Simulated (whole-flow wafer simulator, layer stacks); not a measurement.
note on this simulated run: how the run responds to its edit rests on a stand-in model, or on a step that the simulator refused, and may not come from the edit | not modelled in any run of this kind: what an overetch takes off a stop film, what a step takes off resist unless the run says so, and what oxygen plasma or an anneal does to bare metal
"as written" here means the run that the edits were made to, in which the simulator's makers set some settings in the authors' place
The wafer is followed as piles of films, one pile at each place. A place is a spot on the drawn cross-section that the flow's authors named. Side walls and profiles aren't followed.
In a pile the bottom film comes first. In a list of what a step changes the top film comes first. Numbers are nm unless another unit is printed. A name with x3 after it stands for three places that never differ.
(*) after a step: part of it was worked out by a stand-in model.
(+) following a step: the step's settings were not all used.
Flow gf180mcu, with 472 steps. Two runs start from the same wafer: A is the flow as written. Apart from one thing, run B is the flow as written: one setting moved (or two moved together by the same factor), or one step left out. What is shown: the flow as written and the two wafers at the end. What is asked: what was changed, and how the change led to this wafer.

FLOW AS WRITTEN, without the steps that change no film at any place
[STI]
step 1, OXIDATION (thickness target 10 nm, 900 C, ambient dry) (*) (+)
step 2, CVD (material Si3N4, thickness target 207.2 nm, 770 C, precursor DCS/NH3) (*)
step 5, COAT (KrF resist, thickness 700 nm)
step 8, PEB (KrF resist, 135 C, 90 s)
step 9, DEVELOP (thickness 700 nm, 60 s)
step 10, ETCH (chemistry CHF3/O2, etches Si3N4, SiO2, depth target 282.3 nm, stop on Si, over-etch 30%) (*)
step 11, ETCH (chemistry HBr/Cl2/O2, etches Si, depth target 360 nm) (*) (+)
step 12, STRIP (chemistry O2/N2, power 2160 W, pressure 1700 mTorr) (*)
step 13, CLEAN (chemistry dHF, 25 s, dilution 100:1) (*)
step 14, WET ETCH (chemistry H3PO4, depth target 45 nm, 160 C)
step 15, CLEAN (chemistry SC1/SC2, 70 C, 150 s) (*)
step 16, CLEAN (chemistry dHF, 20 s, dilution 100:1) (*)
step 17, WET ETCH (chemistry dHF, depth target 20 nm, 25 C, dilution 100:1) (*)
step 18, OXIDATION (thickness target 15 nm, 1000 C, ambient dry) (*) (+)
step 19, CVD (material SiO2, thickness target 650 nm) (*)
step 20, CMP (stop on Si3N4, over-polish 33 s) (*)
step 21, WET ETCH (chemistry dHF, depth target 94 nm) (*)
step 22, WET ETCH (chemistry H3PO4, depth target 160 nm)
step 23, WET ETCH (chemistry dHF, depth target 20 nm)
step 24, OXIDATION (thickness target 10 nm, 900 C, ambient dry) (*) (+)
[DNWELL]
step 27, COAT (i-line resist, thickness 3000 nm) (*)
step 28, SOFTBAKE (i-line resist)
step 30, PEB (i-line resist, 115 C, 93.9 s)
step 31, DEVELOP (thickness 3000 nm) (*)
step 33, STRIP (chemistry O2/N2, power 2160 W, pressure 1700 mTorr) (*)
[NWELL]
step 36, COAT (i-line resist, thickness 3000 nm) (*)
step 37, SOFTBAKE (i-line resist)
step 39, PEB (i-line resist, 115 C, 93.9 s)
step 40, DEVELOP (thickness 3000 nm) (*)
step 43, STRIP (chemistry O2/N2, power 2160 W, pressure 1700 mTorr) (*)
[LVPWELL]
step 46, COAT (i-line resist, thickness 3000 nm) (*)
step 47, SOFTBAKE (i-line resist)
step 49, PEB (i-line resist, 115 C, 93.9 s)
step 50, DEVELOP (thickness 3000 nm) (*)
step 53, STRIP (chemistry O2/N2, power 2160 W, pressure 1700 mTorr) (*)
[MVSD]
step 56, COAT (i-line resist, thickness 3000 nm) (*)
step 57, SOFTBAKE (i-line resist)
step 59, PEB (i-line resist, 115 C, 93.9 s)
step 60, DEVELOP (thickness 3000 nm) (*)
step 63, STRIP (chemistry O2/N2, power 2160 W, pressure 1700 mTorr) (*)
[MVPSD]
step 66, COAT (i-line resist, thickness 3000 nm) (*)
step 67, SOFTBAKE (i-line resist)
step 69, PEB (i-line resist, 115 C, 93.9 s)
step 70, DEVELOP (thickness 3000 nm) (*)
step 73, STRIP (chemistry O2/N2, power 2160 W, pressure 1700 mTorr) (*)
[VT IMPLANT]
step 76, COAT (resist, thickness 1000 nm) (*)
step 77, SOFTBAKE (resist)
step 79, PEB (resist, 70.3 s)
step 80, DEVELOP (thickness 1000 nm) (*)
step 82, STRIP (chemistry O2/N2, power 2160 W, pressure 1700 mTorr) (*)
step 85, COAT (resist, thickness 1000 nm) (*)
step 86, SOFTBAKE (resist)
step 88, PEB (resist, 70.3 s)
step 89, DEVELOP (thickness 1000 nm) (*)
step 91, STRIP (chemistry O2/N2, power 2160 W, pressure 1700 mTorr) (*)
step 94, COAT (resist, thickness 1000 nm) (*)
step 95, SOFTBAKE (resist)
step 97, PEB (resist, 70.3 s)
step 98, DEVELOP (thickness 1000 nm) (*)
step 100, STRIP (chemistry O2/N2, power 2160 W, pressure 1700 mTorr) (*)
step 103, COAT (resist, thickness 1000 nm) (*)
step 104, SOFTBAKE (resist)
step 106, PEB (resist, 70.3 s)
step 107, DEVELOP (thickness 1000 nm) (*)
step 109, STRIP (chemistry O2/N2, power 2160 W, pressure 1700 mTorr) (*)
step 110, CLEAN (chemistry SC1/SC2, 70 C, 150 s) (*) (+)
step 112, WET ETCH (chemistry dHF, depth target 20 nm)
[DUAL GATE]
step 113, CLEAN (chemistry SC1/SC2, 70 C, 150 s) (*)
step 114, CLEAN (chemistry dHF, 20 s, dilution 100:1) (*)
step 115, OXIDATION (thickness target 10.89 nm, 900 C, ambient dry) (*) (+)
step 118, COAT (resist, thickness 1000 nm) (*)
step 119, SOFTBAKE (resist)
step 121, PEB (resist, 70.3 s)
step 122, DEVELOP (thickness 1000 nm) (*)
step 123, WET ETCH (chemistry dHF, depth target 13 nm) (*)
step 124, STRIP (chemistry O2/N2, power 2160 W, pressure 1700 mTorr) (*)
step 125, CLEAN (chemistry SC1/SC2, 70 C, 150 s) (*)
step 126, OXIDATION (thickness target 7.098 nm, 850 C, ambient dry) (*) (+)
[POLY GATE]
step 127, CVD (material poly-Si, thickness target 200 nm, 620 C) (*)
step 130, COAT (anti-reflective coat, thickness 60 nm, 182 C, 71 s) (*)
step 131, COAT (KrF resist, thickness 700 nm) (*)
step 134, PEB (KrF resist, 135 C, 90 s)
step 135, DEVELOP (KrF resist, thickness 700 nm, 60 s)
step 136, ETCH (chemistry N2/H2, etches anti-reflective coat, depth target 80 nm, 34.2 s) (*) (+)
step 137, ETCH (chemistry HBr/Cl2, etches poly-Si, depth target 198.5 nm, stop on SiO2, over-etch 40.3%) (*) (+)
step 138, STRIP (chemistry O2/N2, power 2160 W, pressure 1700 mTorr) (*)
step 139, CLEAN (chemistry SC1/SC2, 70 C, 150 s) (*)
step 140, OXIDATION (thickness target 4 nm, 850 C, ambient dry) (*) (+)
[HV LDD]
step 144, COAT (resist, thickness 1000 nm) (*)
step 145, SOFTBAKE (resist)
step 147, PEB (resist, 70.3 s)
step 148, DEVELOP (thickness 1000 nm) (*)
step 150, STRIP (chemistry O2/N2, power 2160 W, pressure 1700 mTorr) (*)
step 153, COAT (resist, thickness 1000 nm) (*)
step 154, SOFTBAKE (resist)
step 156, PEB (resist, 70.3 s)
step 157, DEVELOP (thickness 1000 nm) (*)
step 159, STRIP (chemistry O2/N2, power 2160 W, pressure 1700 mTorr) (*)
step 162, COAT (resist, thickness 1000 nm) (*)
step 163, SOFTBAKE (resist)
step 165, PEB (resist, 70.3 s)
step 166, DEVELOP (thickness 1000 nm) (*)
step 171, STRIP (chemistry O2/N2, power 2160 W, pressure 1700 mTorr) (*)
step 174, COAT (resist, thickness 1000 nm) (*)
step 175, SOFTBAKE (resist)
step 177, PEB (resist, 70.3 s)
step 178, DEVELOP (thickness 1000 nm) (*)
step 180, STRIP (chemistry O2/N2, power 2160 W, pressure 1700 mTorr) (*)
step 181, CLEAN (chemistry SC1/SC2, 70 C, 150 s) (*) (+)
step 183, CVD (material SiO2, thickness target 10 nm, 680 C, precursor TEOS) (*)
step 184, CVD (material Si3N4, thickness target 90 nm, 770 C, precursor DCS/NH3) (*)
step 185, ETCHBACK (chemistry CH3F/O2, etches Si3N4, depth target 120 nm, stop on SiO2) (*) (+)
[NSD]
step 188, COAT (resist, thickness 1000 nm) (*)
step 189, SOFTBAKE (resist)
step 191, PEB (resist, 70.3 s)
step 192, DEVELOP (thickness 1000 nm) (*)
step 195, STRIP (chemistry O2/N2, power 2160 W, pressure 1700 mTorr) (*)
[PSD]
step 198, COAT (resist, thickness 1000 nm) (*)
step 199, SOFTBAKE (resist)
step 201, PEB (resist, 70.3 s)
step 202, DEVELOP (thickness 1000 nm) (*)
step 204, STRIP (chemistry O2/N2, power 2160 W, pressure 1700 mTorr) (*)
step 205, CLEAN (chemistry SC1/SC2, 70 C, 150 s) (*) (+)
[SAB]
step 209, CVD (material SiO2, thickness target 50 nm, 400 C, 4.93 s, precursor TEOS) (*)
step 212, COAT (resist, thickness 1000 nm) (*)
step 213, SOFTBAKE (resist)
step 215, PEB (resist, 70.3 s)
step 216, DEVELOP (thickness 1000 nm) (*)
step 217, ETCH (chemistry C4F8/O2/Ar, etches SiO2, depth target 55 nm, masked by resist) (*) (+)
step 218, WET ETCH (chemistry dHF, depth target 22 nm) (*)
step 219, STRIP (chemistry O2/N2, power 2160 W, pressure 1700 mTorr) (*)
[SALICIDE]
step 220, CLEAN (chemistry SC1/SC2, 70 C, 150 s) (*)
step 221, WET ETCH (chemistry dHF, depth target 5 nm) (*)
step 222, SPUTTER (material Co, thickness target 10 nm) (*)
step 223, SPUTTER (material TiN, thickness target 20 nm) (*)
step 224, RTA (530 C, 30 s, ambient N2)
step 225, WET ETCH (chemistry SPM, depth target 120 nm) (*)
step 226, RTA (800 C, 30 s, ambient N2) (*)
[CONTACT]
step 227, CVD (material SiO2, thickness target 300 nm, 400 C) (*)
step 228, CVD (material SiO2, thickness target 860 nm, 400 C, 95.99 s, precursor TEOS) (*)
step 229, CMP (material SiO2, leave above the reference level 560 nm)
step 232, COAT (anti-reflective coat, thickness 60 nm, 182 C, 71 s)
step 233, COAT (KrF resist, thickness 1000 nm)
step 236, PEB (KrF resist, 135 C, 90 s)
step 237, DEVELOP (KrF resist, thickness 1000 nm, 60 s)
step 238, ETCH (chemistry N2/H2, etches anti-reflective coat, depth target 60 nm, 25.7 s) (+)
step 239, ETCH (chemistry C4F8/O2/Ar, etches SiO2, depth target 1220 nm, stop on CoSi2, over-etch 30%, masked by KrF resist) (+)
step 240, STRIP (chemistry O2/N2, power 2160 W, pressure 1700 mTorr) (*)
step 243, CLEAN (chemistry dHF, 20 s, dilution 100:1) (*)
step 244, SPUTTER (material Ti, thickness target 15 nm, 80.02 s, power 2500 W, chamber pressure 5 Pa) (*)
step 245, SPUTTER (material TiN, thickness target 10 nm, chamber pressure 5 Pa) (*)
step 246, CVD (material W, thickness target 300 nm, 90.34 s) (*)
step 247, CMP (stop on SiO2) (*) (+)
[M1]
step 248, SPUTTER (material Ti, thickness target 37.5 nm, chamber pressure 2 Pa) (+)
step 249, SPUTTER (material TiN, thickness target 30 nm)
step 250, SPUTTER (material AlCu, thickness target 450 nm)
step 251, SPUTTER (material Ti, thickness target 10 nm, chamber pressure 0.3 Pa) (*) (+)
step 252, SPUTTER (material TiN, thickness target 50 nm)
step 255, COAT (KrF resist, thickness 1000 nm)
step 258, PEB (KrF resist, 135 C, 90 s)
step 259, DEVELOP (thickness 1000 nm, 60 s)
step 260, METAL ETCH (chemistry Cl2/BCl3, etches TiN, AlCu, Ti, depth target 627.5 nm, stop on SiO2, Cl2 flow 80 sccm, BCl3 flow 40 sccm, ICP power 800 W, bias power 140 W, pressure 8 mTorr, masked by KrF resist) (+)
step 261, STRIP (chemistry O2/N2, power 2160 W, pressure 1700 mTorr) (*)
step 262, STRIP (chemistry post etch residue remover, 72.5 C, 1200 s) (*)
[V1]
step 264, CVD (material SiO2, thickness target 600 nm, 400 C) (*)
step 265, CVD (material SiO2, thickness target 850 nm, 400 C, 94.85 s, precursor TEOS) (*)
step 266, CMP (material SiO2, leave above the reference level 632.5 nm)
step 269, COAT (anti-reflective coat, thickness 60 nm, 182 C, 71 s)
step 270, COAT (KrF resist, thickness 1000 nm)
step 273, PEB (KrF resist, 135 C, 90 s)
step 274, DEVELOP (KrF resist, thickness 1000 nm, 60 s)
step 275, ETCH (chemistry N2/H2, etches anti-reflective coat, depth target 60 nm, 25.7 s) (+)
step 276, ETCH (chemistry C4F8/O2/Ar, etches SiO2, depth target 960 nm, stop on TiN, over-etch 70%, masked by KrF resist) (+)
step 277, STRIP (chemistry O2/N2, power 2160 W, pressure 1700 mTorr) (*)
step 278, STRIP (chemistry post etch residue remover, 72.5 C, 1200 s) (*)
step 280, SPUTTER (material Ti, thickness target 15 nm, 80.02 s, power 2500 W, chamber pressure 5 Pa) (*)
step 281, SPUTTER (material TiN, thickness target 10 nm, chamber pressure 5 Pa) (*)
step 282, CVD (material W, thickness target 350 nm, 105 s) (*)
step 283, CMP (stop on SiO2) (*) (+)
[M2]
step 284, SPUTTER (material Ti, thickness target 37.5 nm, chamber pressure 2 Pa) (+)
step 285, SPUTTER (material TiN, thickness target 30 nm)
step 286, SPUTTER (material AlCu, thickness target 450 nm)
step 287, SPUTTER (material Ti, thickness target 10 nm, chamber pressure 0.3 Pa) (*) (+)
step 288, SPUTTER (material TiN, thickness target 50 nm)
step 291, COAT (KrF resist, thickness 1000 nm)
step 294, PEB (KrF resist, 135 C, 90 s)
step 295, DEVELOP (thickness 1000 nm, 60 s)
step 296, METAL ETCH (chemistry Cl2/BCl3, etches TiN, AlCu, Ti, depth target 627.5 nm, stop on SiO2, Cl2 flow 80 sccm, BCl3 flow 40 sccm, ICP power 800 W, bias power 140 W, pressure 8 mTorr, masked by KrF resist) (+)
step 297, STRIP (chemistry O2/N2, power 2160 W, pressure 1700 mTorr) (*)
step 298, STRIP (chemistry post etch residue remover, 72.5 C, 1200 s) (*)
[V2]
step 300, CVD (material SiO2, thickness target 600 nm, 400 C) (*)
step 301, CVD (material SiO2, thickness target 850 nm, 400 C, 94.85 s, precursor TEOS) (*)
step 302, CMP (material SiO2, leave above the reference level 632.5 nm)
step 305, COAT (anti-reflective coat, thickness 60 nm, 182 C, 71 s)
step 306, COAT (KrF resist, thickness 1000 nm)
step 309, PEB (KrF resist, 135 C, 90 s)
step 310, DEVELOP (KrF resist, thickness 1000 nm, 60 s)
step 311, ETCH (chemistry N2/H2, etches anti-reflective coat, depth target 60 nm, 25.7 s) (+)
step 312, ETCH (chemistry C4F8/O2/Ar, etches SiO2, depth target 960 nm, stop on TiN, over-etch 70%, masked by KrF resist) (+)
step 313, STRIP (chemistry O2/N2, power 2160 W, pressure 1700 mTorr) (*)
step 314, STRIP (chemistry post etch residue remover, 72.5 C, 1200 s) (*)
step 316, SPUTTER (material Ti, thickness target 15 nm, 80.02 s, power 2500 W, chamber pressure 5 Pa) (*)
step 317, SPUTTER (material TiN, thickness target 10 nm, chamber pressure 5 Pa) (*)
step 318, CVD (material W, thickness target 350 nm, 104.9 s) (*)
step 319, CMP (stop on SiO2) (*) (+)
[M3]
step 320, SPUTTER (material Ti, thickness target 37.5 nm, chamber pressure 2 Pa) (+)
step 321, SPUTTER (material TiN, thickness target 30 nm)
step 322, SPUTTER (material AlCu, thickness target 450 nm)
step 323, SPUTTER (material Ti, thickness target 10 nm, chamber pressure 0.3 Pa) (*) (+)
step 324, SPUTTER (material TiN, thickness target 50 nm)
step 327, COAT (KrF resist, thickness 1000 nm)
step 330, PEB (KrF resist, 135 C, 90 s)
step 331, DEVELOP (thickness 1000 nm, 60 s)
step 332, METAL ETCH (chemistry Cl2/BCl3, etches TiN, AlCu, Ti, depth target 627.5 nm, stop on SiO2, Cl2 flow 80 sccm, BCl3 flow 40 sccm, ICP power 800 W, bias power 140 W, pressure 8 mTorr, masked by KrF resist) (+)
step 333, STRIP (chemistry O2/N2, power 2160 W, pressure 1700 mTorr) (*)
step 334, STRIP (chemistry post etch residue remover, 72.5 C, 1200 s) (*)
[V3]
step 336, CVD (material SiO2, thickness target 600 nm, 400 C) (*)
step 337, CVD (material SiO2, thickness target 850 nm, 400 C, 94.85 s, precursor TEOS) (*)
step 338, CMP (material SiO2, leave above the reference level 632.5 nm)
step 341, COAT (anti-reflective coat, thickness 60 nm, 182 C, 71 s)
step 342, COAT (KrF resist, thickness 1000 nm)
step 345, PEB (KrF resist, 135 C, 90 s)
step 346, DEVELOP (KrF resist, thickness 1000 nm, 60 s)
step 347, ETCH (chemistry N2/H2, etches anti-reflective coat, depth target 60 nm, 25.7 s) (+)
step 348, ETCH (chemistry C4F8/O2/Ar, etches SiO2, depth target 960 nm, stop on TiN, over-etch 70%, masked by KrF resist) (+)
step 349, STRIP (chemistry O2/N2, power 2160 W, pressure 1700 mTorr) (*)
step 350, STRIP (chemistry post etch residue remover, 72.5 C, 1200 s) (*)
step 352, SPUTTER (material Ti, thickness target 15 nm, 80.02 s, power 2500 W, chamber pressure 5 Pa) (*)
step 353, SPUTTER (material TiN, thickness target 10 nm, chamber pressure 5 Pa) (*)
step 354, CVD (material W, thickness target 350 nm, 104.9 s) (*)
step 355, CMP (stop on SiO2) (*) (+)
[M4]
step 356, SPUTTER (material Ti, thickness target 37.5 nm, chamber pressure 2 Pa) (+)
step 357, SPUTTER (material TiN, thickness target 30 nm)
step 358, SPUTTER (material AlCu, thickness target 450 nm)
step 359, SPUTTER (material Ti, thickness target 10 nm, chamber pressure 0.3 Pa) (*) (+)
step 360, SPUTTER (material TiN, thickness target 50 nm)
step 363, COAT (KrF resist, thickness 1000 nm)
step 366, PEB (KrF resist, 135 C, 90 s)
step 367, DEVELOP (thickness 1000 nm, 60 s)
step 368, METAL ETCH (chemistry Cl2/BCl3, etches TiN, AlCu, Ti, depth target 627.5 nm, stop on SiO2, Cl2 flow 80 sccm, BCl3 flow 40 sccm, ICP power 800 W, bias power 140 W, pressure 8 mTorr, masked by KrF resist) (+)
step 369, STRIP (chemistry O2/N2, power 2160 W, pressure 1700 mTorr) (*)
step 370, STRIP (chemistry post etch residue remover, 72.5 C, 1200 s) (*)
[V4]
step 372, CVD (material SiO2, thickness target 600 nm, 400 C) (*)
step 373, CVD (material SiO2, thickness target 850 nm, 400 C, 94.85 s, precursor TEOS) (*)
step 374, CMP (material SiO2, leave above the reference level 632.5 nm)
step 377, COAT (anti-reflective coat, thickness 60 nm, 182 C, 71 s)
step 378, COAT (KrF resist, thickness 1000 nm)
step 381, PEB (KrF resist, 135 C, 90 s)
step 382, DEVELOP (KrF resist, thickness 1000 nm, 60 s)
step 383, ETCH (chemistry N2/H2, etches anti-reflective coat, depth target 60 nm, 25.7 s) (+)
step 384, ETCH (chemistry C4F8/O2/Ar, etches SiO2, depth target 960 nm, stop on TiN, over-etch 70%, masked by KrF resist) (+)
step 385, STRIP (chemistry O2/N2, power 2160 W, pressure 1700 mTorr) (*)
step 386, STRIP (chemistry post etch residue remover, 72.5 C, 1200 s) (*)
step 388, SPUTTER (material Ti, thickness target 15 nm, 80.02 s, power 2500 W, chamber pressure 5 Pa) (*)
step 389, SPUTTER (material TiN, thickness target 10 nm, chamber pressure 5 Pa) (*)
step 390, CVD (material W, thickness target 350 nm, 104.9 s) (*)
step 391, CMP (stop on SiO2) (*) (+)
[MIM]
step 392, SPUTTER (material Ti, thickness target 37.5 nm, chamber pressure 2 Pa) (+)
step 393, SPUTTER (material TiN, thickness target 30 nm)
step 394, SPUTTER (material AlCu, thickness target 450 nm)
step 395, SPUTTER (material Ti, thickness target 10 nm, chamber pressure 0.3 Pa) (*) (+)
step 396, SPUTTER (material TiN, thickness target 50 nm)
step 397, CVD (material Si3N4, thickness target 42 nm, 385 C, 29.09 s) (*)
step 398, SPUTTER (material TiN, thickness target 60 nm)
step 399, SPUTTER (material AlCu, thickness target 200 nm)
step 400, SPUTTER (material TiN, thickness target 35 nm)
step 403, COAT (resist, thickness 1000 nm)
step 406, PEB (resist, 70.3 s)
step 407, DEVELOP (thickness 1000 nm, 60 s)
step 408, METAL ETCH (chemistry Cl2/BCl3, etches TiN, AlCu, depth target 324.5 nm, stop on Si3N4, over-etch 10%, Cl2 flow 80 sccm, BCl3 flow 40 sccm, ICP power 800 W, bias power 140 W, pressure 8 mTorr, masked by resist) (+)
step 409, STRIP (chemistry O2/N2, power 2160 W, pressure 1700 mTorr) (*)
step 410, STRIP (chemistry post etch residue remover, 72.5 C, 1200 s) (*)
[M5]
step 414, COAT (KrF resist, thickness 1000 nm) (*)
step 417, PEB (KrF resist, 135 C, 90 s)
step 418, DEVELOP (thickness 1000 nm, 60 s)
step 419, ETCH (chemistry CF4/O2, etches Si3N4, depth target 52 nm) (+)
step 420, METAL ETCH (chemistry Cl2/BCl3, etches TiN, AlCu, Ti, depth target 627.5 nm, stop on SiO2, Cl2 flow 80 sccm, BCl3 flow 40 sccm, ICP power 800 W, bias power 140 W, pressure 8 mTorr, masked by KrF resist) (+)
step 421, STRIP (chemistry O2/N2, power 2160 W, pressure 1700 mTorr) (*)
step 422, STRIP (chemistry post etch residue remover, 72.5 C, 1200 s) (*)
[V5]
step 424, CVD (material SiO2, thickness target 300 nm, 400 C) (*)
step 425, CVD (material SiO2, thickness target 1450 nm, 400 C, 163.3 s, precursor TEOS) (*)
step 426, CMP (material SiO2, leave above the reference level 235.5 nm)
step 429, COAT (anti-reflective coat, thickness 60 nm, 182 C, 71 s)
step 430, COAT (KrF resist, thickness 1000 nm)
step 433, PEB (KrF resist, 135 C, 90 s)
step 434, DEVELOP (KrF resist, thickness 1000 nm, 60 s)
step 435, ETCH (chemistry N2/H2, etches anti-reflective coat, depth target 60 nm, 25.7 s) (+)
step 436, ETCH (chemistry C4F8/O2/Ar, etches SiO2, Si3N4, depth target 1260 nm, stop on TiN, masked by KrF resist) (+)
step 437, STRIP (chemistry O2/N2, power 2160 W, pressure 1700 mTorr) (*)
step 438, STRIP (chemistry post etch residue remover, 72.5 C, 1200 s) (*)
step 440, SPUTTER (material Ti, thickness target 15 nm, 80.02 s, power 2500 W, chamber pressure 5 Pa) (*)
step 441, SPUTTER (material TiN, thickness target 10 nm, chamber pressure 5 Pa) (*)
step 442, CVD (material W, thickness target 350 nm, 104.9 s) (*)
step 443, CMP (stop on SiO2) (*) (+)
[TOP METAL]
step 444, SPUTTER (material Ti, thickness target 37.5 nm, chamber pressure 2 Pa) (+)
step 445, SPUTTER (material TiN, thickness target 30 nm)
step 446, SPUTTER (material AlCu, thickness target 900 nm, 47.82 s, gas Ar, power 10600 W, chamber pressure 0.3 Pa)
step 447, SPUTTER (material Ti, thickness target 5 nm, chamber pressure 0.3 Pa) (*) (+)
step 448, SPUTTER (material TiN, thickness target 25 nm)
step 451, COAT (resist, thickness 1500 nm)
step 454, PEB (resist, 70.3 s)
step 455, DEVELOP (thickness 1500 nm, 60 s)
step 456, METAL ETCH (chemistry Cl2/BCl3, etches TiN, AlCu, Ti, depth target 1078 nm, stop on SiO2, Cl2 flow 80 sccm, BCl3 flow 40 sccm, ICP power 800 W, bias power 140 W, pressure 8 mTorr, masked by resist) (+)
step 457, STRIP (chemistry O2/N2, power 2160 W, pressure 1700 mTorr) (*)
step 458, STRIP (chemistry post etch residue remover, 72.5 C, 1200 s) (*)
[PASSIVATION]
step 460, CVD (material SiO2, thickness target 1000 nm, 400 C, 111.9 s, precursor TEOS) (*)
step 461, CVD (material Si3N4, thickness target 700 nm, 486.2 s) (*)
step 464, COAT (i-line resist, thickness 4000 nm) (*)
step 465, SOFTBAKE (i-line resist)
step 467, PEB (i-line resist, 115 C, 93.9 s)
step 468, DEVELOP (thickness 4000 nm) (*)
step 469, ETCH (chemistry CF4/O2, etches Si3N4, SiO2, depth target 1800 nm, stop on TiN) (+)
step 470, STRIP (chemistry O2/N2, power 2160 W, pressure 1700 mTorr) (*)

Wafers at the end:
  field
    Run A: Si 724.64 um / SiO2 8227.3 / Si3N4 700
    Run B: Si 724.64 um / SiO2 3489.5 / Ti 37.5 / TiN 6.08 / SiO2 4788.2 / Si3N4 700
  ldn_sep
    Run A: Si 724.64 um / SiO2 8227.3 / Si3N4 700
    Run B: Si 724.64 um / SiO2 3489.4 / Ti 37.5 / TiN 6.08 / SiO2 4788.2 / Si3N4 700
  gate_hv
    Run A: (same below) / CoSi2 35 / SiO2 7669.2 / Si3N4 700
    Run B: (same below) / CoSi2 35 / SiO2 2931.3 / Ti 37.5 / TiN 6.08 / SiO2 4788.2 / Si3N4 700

What caused this: step 322, SPUTTER: thickness target 544 nm was run, though the flow has thickness target 450 nm.

How this came from the change, step by step:
  step 322, SPUTTER (material AlCu, thickness target 450 nm)
      field, field__w1, field__w2 and 108 more: A +450 AlCu (new film) | B +544 AlCu (new film)
  step 332, METAL ETCH (chemistry Cl2/BCl3, etches TiN, AlCu, Ti, depth target 627.5 nm, stop on SiO2, Cl2 flow 80 sccm, BCl3 flow 40 sccm, ICP power 800 W, bias power 140 W, pressure 8 mTorr, masked by KrF resist) (+)
      field, field__w1, field__w2 and 103 more: A -50 TiN (all of it), -10 Ti (all of it), -450 AlCu (all of it), -30 TiN (all of it), -37.5 Ti (all of it) | B -50 TiN (all of it), -10 Ti (all of it), -544 AlCu (all of it), -23.5 TiN
  step 336, CVD (material SiO2, thickness target 600 nm, 400 C) (*)
      field, field__w1, field__w2 and 103 more: A +600 SiO2 | B +600 SiO2 (new film)
  step 338, CMP (material SiO2, leave above the reference level 632.5 nm)
      field, field__w1, field__w2 and 103 more: A -300 SiO2 | B -249.6 SiO2
Taking metal films that touch as one body, field has 1 body; the flow as written gives 0 bodies.
Taking metal films that touch as one body, ldn_sep has 1 body; the flow as written gives 0 bodies.
Taking metal films that touch as one body, gate_hv has 2 bodies (between them, from the top down: SiO2 2931.3); the flow as written gives 1 body.
